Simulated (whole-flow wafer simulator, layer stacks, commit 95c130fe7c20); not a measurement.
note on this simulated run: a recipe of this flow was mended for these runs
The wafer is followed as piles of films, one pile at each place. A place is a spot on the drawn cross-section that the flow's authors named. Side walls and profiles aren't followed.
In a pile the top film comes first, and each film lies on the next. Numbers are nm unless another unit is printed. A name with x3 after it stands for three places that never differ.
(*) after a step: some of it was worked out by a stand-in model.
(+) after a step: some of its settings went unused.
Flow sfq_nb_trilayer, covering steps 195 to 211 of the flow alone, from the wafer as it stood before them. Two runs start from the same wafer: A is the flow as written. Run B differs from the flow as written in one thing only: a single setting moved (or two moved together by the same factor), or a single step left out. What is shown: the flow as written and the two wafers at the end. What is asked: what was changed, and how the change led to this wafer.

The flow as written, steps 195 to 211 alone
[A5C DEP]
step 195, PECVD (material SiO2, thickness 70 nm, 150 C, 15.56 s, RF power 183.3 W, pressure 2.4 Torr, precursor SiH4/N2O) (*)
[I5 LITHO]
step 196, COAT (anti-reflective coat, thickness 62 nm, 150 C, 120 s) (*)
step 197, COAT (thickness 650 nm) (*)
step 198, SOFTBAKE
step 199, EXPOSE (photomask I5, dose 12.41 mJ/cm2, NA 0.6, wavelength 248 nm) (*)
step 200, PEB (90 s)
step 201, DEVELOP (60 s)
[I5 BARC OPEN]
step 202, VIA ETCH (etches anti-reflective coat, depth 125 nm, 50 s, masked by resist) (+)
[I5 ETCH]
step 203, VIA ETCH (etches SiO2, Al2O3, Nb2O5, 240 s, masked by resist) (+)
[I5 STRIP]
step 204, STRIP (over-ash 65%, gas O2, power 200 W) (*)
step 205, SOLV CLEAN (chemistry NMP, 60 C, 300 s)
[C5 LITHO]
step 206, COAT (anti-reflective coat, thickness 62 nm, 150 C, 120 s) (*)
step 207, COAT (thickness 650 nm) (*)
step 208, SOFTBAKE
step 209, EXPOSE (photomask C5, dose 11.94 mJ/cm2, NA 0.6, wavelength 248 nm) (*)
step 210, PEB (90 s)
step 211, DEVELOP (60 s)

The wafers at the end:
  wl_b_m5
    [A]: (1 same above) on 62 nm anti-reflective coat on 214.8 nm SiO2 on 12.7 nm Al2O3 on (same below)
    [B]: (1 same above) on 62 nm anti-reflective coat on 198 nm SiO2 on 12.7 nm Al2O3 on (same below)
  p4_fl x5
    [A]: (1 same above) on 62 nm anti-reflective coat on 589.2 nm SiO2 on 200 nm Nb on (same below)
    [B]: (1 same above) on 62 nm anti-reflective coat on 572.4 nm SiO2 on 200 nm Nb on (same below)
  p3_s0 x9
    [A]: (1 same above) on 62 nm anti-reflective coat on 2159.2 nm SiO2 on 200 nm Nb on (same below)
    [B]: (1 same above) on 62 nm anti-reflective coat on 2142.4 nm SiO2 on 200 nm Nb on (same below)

What caused this: step 195, PECVD: thickness 53.2 nm was run, whereas the flow has thickness 70 nm; step 195, PECVD: 11.82 s was run, where the flow has 15.56 s.

How this came from the change, step by step:
  step 195, PECVD (material SiO2, thickness 70 nm, 150 C, 15.56 s, RF power 183.3 W, pressure 2.4 Torr, precursor SiH4/N2O) (*)
      field_l, v_sur, via_wl and 92 more: A +70 SiO2 | B +53.2 SiO2
      ce_l, c5j, ce_r and 8 more: A +70 SiO2 (new film) | B +53.2 SiO2 (new film)
  step 203, VIA ETCH (etches SiO2, Al2O3, Nb2O5, 240 s, masked by resist) (+)
      be: A -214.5 SiO2 (all of it), -12.7 Al2O3 (all of it), -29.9 Nb2O5 (all of it), -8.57 Nb | B -197.7 SiO2 (all of it), -12.7 Al2O3 (all of it), -29.9 Nb2O5 (all of it), -9.97 Nb
